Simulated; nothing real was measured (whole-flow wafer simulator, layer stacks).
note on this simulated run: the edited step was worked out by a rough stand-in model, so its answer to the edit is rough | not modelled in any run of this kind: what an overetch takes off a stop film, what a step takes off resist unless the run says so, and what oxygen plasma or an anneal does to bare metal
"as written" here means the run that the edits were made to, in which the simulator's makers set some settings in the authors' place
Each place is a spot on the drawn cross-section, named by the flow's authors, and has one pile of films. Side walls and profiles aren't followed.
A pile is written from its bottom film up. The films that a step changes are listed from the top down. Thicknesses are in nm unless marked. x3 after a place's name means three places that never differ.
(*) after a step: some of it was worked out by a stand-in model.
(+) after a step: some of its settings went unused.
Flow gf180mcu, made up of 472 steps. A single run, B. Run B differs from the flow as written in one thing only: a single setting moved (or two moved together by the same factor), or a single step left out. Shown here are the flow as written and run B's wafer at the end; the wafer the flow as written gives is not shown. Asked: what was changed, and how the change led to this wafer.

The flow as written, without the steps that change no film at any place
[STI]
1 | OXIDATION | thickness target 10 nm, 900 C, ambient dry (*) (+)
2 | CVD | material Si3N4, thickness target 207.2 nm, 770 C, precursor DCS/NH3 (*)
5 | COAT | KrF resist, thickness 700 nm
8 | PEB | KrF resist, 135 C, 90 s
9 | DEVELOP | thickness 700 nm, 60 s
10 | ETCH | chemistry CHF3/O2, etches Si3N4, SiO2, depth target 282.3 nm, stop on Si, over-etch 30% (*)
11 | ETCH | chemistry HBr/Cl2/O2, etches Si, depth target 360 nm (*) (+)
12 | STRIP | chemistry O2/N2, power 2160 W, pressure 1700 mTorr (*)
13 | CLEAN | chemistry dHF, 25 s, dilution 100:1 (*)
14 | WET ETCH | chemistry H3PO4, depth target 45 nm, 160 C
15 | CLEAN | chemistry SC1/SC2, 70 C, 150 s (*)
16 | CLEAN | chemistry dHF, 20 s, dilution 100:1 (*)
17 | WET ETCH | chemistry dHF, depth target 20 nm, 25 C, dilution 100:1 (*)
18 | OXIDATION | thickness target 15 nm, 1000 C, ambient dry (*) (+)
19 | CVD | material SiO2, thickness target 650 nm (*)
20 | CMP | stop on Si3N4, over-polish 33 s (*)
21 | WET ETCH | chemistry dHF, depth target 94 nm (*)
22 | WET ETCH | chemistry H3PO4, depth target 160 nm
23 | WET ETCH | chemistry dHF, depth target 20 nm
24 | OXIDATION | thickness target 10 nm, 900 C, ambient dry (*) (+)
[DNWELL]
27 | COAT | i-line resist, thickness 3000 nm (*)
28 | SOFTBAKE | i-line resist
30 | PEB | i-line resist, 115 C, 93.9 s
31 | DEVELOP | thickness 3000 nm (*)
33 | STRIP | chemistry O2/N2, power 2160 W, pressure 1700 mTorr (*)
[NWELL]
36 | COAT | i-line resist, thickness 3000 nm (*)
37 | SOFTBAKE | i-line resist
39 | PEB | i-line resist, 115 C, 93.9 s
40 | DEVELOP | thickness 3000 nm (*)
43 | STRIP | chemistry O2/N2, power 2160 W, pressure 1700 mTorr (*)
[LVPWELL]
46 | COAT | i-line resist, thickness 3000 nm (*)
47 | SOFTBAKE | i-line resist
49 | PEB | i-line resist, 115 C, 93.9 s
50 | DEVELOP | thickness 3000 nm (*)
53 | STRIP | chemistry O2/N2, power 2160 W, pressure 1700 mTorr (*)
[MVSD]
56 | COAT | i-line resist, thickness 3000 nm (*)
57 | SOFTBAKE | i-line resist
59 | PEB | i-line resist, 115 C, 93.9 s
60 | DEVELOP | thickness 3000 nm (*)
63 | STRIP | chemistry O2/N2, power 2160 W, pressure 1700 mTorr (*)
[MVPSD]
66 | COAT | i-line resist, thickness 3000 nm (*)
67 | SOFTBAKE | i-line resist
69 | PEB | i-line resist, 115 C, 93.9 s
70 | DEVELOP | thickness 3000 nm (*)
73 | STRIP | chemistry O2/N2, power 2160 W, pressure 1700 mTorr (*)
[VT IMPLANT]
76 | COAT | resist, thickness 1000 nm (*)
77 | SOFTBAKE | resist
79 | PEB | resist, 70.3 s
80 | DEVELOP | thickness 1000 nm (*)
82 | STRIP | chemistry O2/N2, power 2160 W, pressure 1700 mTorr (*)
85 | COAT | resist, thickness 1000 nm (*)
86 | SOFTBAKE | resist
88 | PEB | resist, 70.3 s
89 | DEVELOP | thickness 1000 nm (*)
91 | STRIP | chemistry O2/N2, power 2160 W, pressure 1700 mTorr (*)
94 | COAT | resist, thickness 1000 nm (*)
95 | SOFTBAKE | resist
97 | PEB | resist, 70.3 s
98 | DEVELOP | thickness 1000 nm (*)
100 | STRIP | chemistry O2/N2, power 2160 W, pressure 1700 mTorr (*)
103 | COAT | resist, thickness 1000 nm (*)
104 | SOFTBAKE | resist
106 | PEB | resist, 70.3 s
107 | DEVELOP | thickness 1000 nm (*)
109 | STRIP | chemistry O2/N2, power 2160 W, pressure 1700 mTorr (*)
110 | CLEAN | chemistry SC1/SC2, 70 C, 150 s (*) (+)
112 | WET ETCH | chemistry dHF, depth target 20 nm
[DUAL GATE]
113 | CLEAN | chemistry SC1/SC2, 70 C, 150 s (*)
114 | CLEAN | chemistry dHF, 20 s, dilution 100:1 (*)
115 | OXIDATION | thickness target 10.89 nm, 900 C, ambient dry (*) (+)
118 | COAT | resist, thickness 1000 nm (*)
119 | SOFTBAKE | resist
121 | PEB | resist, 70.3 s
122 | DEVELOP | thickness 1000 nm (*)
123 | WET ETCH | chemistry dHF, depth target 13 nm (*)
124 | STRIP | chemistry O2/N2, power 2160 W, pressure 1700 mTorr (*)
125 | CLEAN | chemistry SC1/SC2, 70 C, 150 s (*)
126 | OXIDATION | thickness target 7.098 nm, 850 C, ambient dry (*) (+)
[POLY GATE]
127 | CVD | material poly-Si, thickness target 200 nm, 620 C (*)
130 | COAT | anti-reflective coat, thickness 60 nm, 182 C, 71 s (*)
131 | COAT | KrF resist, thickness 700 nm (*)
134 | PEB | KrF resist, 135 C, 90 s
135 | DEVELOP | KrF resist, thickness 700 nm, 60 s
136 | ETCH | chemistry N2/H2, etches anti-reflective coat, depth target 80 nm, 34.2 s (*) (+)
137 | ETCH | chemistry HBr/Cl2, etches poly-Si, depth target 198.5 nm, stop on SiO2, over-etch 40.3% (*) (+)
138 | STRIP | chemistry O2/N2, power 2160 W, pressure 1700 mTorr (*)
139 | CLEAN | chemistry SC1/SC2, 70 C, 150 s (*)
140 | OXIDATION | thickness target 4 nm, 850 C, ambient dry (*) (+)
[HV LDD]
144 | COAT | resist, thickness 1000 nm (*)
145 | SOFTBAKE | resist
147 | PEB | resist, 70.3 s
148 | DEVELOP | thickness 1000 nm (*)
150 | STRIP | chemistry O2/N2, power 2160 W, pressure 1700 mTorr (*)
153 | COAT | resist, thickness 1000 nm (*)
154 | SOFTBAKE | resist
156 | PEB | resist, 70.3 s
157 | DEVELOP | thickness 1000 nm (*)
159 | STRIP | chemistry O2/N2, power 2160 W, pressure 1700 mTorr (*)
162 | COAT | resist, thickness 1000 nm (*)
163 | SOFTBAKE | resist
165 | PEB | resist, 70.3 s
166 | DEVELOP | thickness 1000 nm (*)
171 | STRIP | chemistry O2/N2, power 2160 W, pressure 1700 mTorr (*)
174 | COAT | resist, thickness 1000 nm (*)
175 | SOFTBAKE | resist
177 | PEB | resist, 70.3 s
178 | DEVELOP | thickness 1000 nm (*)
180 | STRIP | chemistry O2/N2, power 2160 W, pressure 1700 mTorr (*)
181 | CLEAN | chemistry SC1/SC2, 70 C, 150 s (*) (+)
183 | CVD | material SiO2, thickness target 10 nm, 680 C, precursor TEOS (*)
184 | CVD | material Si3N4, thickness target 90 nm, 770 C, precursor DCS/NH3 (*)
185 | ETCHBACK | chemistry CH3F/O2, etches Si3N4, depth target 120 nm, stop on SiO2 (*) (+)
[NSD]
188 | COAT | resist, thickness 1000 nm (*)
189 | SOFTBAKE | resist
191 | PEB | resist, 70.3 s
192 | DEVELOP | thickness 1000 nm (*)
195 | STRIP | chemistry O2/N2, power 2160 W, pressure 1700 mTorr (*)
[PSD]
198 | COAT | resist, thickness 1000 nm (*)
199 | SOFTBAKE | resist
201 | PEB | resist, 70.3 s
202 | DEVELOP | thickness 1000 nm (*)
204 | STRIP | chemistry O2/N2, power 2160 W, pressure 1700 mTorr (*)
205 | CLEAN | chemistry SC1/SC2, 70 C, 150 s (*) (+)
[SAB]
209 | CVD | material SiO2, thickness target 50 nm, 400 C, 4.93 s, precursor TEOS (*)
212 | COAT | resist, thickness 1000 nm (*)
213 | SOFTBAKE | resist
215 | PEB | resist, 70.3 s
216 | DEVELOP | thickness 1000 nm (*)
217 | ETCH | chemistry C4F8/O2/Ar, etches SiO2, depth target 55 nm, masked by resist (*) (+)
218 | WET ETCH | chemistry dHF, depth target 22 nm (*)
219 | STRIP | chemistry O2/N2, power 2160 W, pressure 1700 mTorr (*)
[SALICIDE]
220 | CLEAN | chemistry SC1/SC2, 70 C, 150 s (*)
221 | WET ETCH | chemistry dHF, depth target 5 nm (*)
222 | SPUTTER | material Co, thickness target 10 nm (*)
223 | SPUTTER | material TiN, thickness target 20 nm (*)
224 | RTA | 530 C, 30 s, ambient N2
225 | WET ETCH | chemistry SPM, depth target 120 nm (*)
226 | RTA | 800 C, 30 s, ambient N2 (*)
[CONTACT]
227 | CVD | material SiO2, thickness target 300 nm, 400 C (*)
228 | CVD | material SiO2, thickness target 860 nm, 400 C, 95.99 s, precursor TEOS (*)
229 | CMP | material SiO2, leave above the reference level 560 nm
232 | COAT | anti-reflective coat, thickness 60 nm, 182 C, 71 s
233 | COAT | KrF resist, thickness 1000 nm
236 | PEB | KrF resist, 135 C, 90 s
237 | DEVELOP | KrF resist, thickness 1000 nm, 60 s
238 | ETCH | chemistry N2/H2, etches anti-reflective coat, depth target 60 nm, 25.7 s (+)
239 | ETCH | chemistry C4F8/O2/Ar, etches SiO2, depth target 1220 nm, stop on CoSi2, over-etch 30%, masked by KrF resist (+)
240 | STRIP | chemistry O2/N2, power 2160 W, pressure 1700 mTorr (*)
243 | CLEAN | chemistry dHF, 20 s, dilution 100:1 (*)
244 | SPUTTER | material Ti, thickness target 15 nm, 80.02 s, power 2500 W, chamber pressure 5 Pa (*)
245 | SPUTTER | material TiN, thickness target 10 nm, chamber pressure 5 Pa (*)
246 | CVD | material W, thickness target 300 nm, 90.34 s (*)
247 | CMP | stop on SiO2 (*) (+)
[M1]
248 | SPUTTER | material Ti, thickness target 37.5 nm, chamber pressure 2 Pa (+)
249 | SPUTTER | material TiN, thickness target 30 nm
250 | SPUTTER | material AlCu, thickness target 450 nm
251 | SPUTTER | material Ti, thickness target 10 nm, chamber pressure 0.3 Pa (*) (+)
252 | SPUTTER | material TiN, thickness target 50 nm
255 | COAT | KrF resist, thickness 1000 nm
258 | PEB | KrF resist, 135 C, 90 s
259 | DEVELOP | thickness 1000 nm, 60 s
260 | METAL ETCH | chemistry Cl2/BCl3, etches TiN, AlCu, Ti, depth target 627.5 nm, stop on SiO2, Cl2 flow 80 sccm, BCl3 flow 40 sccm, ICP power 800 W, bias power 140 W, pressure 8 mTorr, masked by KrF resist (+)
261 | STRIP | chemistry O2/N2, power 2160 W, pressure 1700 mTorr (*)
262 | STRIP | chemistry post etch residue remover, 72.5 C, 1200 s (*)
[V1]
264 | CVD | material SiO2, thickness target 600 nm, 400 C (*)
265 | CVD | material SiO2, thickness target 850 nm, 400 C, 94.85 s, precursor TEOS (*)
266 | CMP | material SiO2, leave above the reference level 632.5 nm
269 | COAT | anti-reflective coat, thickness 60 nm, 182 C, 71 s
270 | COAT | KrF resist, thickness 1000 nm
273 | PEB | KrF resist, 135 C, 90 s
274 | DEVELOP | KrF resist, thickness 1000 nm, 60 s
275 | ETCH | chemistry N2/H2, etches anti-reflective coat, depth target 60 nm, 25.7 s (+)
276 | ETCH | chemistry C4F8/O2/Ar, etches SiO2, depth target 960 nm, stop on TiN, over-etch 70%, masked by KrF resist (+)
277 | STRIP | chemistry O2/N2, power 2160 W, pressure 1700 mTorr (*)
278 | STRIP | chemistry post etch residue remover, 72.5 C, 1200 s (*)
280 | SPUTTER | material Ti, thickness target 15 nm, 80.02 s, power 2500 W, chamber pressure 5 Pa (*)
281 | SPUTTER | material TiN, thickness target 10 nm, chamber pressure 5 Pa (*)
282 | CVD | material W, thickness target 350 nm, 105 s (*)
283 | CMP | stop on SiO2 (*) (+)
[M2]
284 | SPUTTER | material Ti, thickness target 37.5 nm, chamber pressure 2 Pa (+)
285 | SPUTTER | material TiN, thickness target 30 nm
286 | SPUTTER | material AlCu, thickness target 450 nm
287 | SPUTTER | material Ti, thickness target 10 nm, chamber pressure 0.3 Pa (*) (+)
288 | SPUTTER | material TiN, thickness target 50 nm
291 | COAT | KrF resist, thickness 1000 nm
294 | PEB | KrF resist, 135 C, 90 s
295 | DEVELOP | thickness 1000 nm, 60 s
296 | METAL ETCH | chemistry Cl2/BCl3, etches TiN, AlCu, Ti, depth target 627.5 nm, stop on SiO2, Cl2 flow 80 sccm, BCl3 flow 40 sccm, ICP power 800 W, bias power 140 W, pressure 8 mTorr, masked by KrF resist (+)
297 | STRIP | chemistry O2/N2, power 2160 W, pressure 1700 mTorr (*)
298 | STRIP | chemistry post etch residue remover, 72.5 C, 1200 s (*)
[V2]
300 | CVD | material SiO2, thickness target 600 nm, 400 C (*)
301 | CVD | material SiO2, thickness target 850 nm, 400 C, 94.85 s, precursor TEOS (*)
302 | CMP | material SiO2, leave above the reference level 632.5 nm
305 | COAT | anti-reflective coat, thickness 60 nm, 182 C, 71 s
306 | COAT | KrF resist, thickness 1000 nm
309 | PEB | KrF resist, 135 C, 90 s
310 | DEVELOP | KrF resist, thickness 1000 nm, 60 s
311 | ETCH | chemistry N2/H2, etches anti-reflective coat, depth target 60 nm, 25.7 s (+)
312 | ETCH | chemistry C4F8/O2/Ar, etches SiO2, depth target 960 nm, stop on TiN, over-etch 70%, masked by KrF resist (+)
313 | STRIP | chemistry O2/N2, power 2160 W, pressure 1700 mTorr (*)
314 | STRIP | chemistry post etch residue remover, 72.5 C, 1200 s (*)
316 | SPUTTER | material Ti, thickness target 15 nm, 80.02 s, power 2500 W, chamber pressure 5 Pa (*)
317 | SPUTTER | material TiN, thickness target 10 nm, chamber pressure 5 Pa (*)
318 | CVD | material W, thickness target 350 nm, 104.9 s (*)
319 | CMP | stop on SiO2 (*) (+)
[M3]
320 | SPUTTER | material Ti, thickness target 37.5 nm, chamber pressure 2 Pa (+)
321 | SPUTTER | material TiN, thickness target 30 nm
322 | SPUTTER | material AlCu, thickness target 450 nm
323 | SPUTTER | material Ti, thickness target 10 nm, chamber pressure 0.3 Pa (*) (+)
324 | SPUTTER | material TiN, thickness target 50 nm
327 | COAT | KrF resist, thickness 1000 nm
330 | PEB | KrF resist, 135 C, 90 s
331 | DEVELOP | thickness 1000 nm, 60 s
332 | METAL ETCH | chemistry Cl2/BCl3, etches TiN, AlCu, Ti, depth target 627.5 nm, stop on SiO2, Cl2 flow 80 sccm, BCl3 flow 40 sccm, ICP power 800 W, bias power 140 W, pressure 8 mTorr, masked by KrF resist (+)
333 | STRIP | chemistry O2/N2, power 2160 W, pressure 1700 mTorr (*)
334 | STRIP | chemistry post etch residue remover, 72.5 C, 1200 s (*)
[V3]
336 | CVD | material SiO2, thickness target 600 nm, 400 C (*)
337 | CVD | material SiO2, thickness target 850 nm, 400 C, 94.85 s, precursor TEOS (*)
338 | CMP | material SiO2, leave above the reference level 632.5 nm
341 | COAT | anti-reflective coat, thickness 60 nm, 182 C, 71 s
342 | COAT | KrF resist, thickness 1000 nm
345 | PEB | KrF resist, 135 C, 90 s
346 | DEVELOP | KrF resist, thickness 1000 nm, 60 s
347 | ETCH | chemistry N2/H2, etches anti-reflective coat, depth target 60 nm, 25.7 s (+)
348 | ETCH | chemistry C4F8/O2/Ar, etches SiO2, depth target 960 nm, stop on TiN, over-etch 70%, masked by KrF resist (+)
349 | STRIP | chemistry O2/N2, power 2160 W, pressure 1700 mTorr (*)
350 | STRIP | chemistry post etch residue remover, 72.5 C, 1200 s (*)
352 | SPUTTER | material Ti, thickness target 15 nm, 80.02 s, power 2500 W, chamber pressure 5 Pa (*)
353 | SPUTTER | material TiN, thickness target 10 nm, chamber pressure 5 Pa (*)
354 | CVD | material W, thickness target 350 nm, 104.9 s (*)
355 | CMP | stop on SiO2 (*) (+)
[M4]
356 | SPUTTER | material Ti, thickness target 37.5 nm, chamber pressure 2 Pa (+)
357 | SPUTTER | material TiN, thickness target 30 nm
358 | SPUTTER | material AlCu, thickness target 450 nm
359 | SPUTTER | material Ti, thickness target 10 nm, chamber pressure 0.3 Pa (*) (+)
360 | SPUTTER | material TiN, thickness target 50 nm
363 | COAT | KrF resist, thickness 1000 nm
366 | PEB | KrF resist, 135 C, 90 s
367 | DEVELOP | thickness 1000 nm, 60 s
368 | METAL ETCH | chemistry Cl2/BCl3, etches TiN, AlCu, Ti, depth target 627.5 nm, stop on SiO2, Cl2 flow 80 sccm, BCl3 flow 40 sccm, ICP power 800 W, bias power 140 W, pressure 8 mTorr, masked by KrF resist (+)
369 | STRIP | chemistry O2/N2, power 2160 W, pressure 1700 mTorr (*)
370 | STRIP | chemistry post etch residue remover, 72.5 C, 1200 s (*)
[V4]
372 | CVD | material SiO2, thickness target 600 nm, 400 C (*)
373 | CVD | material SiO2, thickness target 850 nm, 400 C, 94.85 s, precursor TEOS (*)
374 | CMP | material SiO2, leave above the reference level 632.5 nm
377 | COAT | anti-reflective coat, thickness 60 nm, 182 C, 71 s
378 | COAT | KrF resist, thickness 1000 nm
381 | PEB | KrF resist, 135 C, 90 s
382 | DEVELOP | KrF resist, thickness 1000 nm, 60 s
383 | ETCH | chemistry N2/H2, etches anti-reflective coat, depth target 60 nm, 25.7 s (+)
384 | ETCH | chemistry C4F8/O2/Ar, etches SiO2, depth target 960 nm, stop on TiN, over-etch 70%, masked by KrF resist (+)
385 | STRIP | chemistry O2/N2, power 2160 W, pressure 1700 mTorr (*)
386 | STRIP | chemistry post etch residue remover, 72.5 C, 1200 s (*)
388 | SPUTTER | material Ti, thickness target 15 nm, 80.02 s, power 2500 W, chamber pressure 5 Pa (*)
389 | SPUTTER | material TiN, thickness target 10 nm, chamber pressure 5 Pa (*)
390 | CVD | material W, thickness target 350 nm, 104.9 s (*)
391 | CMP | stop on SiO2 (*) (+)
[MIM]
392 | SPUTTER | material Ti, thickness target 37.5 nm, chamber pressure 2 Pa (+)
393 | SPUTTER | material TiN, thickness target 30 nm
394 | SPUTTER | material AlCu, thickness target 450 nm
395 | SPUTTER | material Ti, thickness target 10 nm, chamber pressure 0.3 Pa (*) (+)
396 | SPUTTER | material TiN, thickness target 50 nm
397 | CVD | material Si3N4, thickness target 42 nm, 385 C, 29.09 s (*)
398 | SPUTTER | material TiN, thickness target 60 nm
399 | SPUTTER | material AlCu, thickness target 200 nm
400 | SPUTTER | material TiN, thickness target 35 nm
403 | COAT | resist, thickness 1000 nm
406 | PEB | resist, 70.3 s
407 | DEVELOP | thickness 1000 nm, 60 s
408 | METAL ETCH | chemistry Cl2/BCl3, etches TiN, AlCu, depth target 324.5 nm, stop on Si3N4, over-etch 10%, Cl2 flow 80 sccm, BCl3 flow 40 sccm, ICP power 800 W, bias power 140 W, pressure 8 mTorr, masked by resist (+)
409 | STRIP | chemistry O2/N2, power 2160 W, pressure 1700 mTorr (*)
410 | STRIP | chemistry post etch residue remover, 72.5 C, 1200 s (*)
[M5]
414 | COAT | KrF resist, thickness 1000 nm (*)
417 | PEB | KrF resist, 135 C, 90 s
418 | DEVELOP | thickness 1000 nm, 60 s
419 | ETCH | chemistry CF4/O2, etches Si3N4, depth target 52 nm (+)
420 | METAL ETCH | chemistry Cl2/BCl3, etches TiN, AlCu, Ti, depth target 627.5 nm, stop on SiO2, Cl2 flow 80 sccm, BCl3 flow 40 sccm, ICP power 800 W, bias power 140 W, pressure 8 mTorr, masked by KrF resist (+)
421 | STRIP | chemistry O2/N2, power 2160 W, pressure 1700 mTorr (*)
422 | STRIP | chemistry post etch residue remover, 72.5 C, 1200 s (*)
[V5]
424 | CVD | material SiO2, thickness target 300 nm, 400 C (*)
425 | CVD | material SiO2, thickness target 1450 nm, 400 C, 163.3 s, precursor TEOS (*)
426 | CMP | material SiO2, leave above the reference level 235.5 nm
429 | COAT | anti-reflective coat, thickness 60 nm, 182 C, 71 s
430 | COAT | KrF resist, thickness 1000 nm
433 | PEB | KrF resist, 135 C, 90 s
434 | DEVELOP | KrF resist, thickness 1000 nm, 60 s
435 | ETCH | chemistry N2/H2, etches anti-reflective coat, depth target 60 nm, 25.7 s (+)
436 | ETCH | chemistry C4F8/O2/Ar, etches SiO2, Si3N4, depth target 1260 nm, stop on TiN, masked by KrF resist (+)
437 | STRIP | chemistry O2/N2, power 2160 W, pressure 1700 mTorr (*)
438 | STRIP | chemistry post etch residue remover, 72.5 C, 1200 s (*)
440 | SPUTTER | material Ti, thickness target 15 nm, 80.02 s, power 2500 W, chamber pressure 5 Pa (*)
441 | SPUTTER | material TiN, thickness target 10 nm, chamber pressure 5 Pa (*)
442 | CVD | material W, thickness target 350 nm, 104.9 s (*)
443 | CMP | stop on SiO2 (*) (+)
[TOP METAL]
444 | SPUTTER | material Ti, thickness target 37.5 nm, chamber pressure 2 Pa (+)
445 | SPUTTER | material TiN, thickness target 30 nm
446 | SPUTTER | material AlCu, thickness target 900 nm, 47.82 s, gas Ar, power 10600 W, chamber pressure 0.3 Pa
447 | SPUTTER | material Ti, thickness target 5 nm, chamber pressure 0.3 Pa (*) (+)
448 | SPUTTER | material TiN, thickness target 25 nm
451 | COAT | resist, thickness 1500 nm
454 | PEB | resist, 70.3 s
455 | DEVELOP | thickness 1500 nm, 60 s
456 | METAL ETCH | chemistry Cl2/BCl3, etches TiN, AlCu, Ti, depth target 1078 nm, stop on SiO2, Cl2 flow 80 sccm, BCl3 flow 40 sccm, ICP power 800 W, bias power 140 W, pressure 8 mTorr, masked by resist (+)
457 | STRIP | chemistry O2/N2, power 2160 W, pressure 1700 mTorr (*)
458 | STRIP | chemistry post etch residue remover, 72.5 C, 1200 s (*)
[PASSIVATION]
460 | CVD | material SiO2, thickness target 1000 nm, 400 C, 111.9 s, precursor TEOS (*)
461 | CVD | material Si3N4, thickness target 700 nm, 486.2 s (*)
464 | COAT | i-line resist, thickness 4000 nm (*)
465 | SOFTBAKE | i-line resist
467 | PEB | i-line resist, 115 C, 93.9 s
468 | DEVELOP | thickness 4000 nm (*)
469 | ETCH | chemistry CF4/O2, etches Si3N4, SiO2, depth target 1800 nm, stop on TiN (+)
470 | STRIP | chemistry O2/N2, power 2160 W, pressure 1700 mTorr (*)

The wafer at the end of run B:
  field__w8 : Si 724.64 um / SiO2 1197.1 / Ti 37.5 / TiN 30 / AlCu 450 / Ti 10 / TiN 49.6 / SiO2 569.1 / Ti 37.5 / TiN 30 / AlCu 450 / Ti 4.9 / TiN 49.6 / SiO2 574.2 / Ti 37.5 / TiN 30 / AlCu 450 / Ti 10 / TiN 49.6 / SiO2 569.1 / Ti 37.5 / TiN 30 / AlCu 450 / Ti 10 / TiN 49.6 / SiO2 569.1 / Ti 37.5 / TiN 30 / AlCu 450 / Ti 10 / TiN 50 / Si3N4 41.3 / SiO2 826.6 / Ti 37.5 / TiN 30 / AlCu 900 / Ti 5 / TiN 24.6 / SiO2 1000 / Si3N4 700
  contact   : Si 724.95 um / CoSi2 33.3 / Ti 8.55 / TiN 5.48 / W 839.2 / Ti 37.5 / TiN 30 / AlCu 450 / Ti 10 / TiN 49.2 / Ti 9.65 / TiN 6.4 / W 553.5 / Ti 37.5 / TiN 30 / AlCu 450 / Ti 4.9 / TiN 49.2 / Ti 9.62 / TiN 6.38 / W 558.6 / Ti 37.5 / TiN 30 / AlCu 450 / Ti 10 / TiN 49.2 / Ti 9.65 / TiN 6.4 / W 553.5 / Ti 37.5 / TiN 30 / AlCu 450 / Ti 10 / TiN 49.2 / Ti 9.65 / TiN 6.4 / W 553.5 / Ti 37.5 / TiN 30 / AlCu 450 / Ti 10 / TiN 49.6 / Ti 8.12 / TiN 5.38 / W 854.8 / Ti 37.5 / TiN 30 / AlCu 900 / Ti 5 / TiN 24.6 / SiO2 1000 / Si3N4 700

The reason: step 287, SPUTTER: thickness target 4.9 nm was run, though the flow has thickness target 10 nm.
The wafer itself shows it: field__w8 has Ti 4.9, and step 287 as written asks for 10 nm.

The path from the change to this, step by step:
  287 | SPUTTER | material Ti, thickness target 10 nm, chamber pressure 0.3 Pa (*) (+)
      field, field__w1, field__w2 and 108 more: +4.9 Ti (new film) (as written it would have been: +10 Ti (new film))
  296 | METAL ETCH | chemistry Cl2/BCl3, etches TiN, AlCu, Ti, depth target 627.5 nm, stop on SiO2, Cl2 flow 80 sccm, BCl3 flow 40 sccm, ICP power 800 W, bias power 140 W, pressure 8 mTorr, masked by KrF resist (+)
      field, field__w1, field__w2 and 103 more: -50 TiN (all of it), -4.9 Ti (all of it), -450 AlCu (all of it), -30 TiN (all of it), -37.5 Ti (all of it) (as written it would have been: -50 TiN (all of it), -10 Ti (all of it), -450 AlCu (all of it), -30 TiN (all of it), -37.5 Ti (all of it))
